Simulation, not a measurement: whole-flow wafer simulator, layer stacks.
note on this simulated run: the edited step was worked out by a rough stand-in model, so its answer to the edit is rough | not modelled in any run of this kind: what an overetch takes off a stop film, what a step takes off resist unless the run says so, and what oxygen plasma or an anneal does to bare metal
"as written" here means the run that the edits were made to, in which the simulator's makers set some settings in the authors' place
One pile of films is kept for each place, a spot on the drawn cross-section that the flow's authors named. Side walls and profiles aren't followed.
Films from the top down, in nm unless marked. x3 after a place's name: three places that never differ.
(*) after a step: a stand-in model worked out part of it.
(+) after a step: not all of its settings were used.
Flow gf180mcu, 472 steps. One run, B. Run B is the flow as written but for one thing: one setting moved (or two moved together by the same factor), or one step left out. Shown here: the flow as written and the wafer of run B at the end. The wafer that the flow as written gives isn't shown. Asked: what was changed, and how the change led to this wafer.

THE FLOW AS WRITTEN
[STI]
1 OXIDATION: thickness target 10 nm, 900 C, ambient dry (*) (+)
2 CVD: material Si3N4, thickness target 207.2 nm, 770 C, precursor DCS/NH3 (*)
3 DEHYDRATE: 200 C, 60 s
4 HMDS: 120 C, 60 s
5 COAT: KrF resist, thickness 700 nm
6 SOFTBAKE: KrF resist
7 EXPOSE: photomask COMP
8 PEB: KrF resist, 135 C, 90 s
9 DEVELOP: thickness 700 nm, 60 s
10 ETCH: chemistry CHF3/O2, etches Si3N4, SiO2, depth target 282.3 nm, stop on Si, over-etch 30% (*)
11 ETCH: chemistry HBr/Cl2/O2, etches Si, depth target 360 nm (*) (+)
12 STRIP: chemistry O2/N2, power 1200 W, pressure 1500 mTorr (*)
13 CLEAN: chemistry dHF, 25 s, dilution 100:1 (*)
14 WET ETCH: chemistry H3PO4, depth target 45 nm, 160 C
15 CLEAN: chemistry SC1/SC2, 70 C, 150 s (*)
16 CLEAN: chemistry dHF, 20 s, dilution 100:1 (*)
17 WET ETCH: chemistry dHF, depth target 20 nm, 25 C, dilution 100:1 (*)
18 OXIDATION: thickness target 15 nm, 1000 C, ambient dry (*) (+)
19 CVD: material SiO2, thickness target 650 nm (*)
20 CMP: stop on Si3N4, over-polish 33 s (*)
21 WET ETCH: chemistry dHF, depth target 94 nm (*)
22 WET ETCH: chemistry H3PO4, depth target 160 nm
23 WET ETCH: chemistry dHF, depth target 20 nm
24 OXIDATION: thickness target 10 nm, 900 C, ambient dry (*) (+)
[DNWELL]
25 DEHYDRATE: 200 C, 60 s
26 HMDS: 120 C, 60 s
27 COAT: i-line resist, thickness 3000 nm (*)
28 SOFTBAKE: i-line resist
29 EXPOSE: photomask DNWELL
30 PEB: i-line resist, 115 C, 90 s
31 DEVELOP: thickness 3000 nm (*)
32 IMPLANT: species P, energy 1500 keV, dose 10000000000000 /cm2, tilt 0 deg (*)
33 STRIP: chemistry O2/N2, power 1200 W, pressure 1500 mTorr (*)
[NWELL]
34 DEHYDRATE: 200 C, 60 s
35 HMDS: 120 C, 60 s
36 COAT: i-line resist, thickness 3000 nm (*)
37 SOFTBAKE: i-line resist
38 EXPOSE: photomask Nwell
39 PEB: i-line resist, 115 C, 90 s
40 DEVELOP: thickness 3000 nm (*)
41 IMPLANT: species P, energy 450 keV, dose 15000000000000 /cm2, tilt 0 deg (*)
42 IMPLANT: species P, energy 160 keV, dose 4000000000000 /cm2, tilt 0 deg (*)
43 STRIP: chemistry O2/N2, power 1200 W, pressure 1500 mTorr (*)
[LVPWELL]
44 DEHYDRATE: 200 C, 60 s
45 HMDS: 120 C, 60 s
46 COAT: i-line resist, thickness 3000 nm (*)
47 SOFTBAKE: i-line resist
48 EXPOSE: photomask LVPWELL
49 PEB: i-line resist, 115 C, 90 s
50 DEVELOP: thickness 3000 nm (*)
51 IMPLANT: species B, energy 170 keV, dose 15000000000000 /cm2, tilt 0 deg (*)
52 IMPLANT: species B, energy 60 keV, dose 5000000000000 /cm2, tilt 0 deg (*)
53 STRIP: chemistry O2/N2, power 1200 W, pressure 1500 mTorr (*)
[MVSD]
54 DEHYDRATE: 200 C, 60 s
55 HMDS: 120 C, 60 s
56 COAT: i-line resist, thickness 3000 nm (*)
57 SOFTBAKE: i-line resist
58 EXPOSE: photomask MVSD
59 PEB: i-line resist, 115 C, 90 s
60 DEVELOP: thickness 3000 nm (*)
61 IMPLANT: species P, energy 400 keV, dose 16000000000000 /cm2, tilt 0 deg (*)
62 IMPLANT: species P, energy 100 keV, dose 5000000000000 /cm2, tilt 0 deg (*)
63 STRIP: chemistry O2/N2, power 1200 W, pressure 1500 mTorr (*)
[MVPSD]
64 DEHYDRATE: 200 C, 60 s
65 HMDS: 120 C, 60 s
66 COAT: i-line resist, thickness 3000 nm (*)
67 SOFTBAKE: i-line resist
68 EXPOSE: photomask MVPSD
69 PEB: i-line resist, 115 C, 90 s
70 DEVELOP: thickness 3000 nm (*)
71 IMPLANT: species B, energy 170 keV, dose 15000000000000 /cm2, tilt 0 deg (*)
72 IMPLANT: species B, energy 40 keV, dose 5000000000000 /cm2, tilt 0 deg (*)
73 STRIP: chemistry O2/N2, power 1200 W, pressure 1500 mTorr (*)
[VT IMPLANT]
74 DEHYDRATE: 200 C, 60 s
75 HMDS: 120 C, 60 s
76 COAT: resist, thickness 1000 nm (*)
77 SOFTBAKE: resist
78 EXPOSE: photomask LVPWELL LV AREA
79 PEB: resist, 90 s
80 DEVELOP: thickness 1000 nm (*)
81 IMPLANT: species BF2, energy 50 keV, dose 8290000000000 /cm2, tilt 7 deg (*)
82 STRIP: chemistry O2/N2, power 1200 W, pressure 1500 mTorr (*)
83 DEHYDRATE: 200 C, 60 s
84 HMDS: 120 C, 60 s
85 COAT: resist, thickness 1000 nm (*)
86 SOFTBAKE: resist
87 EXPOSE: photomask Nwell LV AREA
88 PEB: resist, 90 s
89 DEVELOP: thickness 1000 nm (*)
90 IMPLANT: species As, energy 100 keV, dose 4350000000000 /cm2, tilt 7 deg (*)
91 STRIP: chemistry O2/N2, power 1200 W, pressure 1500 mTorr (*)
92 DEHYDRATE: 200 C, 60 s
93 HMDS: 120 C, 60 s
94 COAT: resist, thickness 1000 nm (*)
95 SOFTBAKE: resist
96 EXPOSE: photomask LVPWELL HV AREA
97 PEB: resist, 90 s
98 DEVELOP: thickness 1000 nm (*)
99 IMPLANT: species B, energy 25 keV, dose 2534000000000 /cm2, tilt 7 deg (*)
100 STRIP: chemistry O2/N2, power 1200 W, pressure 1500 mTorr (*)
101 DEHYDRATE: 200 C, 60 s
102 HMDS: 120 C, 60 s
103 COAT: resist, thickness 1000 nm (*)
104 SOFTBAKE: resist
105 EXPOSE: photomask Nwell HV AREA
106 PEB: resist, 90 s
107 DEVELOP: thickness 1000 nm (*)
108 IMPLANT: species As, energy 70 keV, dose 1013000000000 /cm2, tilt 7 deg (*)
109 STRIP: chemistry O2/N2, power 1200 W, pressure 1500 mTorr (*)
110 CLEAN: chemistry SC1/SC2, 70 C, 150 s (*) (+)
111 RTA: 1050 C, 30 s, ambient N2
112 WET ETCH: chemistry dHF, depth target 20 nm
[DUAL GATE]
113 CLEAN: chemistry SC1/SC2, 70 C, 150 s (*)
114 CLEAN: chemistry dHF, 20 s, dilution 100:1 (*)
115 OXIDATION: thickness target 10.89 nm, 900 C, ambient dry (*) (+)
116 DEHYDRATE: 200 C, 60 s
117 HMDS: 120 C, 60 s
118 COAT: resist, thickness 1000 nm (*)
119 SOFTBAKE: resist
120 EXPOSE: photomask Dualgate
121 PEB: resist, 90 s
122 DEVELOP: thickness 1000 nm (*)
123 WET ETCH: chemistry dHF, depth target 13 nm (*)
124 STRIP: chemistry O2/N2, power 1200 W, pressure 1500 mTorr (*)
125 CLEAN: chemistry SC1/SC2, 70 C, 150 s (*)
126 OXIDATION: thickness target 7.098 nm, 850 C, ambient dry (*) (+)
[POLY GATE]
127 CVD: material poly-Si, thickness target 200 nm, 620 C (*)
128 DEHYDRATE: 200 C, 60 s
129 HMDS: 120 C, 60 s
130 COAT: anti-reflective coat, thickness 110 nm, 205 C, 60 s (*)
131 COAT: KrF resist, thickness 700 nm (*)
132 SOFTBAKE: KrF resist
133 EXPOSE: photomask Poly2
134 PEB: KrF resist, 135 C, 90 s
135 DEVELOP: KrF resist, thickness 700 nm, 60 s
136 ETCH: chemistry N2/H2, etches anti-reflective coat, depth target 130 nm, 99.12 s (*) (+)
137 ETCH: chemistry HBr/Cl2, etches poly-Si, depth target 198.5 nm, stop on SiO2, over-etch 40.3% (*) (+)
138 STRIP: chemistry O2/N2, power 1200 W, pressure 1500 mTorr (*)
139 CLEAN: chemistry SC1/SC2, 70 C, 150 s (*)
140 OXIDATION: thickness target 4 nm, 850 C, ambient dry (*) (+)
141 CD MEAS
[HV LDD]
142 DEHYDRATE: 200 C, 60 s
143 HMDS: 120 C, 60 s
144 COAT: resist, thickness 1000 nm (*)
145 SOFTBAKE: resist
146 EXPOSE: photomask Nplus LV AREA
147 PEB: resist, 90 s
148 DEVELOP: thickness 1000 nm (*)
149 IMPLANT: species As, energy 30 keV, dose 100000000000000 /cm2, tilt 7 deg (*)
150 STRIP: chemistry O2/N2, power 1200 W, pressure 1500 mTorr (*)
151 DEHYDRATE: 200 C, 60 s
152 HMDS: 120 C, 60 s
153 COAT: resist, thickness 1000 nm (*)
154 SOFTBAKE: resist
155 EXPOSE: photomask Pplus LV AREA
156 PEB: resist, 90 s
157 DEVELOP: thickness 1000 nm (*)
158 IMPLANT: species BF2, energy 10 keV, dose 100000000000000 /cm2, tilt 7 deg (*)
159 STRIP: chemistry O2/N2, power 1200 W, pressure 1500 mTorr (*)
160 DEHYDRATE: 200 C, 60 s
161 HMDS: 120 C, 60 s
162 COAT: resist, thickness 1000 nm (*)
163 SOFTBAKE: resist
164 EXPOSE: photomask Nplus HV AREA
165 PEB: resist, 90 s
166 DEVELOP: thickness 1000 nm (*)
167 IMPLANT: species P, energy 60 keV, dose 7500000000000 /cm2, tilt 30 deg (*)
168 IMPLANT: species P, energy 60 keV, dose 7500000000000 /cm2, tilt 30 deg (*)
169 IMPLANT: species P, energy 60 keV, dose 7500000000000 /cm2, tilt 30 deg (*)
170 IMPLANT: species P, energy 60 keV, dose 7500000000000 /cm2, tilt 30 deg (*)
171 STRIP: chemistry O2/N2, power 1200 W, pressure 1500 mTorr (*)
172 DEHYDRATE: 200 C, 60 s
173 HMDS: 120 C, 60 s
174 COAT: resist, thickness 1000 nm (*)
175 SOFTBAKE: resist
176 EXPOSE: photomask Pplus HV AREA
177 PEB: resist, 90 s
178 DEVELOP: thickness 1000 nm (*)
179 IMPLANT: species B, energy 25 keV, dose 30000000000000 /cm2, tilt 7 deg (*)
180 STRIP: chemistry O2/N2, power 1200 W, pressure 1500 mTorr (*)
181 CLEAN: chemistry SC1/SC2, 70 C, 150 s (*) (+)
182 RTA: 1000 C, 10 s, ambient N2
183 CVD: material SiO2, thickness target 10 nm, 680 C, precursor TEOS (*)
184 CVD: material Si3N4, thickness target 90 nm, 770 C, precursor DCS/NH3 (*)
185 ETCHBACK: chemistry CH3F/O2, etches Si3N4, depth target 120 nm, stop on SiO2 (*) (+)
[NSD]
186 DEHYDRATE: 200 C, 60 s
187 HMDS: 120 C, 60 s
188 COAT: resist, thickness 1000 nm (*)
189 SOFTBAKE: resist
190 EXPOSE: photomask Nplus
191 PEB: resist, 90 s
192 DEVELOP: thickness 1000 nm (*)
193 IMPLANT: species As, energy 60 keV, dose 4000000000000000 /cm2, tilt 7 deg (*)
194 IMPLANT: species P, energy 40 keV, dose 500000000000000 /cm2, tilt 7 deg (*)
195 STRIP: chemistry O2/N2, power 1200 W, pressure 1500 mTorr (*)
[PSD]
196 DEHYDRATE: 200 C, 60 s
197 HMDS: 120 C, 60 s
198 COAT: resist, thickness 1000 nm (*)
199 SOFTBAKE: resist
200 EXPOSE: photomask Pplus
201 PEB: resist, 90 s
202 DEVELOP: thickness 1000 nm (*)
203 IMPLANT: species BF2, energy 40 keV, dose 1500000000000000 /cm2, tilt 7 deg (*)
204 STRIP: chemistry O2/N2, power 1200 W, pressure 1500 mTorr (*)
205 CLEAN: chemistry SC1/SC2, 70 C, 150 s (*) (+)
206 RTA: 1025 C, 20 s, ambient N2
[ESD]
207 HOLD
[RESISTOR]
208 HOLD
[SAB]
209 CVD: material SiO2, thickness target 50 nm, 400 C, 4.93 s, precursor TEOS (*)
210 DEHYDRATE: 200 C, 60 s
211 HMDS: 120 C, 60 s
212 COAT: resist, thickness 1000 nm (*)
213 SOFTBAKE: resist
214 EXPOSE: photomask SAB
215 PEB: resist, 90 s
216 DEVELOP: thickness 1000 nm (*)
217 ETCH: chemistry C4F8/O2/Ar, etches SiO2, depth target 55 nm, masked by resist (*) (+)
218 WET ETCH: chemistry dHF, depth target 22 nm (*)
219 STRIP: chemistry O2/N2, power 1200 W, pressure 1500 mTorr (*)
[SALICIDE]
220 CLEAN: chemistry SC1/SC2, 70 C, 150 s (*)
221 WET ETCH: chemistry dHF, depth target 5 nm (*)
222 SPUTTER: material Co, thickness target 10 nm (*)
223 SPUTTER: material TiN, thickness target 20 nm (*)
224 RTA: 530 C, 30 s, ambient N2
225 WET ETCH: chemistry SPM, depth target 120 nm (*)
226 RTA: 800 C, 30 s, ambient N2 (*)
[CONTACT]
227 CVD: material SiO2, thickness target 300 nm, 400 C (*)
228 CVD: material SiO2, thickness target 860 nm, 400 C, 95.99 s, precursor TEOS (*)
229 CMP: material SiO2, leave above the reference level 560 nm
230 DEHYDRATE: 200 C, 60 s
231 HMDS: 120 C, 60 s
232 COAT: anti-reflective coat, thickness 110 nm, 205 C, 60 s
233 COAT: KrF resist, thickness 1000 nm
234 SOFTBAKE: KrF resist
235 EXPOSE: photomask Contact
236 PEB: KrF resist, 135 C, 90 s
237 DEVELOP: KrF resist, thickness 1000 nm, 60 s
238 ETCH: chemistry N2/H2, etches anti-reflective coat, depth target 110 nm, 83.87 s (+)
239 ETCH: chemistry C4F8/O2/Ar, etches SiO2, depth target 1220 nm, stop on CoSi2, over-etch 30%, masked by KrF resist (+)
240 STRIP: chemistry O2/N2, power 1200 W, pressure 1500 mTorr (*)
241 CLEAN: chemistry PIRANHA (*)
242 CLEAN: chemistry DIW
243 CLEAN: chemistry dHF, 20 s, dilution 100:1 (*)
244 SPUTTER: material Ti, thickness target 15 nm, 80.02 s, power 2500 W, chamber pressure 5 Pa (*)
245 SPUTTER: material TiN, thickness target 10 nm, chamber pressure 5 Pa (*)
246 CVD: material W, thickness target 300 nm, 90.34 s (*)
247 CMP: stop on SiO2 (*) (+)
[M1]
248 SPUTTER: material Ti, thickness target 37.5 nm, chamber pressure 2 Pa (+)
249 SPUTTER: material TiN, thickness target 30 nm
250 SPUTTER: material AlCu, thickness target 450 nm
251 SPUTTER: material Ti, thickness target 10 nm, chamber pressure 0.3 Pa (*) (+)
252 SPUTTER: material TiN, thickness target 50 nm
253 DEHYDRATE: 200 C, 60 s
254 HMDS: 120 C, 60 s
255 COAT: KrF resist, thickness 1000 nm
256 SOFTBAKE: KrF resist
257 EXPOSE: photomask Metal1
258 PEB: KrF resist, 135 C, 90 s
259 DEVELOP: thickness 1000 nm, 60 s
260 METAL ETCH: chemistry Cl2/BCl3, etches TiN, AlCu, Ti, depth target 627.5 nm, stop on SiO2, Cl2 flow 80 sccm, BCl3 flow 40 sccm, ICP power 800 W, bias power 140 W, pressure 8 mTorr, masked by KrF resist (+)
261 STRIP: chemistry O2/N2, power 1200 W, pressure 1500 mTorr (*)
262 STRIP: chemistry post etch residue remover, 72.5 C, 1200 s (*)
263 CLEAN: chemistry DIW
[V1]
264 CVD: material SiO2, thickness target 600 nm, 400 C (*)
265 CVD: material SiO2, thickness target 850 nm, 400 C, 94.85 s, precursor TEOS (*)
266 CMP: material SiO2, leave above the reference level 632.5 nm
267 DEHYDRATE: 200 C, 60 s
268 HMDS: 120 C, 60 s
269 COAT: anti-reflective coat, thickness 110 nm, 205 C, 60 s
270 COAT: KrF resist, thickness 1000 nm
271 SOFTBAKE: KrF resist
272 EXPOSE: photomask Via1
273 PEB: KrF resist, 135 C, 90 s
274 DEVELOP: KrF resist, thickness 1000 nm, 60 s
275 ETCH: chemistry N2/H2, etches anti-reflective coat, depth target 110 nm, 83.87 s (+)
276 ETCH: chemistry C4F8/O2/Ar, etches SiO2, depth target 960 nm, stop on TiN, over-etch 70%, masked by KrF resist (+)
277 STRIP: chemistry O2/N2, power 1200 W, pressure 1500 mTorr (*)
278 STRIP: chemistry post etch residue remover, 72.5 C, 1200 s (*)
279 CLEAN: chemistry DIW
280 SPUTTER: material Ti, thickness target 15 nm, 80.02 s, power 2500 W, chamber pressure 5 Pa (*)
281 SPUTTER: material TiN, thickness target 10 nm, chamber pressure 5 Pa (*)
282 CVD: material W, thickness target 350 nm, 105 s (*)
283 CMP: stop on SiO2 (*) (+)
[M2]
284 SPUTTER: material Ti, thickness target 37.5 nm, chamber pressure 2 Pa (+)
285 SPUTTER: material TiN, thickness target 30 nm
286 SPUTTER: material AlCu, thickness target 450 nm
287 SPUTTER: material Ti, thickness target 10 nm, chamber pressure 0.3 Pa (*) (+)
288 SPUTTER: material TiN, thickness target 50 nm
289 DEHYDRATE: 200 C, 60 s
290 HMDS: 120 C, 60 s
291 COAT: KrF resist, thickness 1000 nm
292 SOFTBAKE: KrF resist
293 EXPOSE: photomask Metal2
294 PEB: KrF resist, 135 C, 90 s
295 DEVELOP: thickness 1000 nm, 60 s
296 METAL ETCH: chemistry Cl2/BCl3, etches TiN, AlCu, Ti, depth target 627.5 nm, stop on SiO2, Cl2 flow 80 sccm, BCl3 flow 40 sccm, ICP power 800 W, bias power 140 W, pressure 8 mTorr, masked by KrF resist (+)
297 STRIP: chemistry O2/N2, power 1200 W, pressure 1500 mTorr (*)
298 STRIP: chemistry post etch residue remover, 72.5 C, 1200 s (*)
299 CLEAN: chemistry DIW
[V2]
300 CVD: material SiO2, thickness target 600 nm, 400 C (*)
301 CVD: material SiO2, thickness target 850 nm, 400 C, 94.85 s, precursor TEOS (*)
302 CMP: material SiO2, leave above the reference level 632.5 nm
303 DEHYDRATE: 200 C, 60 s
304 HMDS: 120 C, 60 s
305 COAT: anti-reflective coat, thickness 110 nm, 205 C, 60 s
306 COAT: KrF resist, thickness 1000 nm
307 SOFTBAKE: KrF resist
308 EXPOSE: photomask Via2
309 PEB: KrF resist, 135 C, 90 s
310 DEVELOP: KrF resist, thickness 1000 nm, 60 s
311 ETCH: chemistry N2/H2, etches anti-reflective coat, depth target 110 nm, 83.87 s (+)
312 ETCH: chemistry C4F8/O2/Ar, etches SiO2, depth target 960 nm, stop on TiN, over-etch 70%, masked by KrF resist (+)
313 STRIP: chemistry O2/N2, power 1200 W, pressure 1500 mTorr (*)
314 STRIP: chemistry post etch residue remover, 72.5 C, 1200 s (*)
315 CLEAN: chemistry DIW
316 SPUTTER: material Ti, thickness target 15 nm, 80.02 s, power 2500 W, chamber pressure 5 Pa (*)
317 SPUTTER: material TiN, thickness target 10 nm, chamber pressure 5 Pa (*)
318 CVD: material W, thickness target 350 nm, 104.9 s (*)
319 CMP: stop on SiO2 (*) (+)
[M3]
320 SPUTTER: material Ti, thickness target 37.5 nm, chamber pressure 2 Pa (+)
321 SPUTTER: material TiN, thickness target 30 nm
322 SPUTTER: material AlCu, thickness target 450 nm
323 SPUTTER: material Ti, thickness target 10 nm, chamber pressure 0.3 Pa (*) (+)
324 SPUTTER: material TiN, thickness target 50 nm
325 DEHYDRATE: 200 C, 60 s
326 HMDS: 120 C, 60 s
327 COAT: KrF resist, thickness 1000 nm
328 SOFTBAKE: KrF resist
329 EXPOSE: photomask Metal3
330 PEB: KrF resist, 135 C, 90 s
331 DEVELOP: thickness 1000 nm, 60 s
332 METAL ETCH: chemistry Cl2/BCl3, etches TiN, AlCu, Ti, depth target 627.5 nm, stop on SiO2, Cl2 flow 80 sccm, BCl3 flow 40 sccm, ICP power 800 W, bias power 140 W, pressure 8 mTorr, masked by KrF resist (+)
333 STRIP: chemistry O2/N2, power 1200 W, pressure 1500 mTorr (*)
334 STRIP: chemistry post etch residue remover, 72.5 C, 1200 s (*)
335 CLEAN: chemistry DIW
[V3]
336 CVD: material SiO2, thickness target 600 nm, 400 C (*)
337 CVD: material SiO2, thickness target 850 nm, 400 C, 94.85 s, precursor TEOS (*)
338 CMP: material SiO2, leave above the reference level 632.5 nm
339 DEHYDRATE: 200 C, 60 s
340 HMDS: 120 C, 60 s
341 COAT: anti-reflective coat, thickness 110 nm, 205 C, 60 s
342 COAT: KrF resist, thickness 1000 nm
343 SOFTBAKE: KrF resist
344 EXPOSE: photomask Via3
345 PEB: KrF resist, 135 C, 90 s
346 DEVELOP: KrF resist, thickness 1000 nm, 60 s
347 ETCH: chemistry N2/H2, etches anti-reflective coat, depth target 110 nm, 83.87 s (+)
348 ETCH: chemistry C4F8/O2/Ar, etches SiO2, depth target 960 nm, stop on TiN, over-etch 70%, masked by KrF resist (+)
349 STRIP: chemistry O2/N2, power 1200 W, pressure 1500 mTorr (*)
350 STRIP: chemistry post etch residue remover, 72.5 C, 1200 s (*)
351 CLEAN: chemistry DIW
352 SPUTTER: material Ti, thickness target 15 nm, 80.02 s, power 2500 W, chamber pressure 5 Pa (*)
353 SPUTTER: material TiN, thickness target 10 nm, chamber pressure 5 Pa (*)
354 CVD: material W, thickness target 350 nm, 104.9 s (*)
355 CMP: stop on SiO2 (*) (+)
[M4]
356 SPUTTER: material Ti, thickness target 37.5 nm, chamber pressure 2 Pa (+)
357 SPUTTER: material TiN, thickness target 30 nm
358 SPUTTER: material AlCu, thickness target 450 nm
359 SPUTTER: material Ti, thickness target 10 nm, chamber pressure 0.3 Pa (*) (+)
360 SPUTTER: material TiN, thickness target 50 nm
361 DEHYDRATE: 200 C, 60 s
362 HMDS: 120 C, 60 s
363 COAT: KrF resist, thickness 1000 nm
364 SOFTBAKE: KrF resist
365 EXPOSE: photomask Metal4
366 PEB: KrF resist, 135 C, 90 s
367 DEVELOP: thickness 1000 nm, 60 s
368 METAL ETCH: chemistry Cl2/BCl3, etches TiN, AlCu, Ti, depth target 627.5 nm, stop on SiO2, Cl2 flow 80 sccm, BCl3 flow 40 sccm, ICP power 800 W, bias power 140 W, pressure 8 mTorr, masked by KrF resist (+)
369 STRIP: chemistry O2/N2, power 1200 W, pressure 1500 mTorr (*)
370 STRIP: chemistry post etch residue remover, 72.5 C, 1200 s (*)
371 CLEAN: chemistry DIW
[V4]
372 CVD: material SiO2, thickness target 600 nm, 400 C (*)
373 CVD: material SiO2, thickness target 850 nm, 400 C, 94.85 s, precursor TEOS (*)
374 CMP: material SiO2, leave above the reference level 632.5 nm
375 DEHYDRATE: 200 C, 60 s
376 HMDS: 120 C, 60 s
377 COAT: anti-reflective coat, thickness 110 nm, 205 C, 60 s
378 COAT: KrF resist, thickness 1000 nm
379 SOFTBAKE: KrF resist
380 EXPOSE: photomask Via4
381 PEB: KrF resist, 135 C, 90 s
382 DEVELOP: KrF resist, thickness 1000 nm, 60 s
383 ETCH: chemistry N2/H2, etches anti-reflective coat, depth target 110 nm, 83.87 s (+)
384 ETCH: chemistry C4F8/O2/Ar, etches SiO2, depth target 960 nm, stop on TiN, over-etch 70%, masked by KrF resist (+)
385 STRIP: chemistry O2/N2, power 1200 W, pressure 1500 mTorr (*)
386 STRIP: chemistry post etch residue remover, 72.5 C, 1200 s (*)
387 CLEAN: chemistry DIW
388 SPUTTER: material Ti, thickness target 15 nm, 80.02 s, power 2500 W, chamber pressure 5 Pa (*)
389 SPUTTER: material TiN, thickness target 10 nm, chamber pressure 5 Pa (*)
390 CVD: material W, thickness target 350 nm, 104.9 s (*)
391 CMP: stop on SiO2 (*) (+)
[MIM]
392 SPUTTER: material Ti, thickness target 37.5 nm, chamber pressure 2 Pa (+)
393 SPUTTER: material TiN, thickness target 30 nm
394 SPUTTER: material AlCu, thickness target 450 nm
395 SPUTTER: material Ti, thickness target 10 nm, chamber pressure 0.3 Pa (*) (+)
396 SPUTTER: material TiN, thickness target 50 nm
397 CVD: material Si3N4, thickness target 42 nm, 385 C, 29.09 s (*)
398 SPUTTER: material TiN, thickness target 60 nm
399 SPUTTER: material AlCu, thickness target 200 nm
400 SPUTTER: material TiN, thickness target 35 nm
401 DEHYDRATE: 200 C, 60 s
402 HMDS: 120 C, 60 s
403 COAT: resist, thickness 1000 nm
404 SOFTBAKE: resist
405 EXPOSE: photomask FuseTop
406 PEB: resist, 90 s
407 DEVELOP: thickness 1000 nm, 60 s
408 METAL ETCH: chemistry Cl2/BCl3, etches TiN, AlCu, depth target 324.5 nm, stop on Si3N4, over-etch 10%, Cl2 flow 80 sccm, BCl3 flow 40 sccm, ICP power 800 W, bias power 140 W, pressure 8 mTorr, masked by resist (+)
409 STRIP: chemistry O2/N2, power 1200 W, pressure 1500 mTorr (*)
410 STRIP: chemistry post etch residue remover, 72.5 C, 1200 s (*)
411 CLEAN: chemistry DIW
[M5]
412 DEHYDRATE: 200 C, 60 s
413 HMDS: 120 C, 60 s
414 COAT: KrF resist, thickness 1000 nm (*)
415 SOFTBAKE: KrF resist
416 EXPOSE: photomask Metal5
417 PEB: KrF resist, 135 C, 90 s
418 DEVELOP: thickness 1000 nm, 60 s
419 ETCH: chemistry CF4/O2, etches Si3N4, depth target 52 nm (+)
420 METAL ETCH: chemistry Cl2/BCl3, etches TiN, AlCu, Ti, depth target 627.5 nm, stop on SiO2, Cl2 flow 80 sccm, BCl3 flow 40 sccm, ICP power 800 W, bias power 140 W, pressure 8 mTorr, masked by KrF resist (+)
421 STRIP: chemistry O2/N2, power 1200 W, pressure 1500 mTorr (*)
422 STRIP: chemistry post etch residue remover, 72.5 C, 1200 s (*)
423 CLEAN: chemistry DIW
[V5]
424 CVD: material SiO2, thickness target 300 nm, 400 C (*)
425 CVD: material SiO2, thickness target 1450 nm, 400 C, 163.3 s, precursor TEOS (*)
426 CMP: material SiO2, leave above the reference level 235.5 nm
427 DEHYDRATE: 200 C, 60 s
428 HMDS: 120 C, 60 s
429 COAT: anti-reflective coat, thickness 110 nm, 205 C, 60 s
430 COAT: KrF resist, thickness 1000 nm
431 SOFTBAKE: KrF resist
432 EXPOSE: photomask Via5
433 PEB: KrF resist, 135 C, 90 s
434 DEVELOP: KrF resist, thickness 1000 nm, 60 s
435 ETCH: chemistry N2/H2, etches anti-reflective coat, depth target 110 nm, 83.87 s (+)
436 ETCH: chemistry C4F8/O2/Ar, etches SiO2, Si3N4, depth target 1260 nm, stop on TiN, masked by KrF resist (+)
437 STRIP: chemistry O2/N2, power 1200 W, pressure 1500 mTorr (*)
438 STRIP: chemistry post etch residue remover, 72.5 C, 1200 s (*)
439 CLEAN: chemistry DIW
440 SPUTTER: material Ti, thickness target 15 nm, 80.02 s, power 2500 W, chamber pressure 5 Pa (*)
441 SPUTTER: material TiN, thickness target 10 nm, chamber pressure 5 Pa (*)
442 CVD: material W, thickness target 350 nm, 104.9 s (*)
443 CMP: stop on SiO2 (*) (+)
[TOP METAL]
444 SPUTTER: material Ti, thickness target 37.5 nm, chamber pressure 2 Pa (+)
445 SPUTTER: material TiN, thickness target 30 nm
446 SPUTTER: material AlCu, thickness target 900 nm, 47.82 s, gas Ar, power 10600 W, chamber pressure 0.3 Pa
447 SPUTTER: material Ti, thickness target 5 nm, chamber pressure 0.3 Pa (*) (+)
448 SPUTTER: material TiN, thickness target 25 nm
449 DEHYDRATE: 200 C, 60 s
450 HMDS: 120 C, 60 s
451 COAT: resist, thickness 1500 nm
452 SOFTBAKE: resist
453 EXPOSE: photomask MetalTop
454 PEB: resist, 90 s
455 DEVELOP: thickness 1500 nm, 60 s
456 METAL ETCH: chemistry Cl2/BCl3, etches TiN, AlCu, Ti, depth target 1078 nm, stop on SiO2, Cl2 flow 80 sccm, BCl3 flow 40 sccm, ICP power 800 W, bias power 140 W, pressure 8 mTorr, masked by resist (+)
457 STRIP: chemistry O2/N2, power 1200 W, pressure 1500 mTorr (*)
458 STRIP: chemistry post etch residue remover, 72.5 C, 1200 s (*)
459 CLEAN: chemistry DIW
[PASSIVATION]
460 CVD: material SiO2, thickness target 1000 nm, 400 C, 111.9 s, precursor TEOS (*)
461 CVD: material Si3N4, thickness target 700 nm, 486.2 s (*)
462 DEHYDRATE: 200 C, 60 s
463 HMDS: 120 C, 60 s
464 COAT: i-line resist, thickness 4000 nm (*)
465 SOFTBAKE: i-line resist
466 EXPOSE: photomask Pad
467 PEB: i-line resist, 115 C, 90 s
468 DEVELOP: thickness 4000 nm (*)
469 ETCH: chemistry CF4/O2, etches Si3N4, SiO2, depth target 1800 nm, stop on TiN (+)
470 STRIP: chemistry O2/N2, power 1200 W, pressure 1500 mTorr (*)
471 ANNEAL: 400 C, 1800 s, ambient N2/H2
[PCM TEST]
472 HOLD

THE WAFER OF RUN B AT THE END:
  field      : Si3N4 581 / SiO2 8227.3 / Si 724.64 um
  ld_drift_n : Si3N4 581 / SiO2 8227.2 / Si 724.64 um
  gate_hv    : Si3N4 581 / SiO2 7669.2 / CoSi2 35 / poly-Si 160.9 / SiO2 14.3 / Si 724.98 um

The cause: step 461, CVD: thickness target 581 nm was run, where the flow has thickness target 700 nm.
It can be read off the wafer: field has Si3N4 581, and step 461 as written asks for 700 nm.

How the change led to this, step by step:
  461 CVD: material Si3N4, thickness target 700 nm, 486.2 s (*)
      field, field__w1, field__w2 and 109 more: Si3N4 +581 (new film) (as written it would be: Si3N4 +700 (new film))
  465 SOFTBAKE: i-line resist
      gate_nat: i-line resist -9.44 (as written it would be: i-line resist -9.98)
      nw_enc_fld_lv: i-line resist -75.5 (as written it would be: i-line resist -77.1)
      (and at 1 more place)
  469 ETCH: chemistry CF4/O2, etches Si3N4, SiO2, depth target 1800 nm, stop on TiN (+)
      pad: Si3N4 -581 (all of it), SiO2 -1000 (all of it) (as written it would be: Si3N4 -700 (all of it), SiO2 -1000 (all of it))
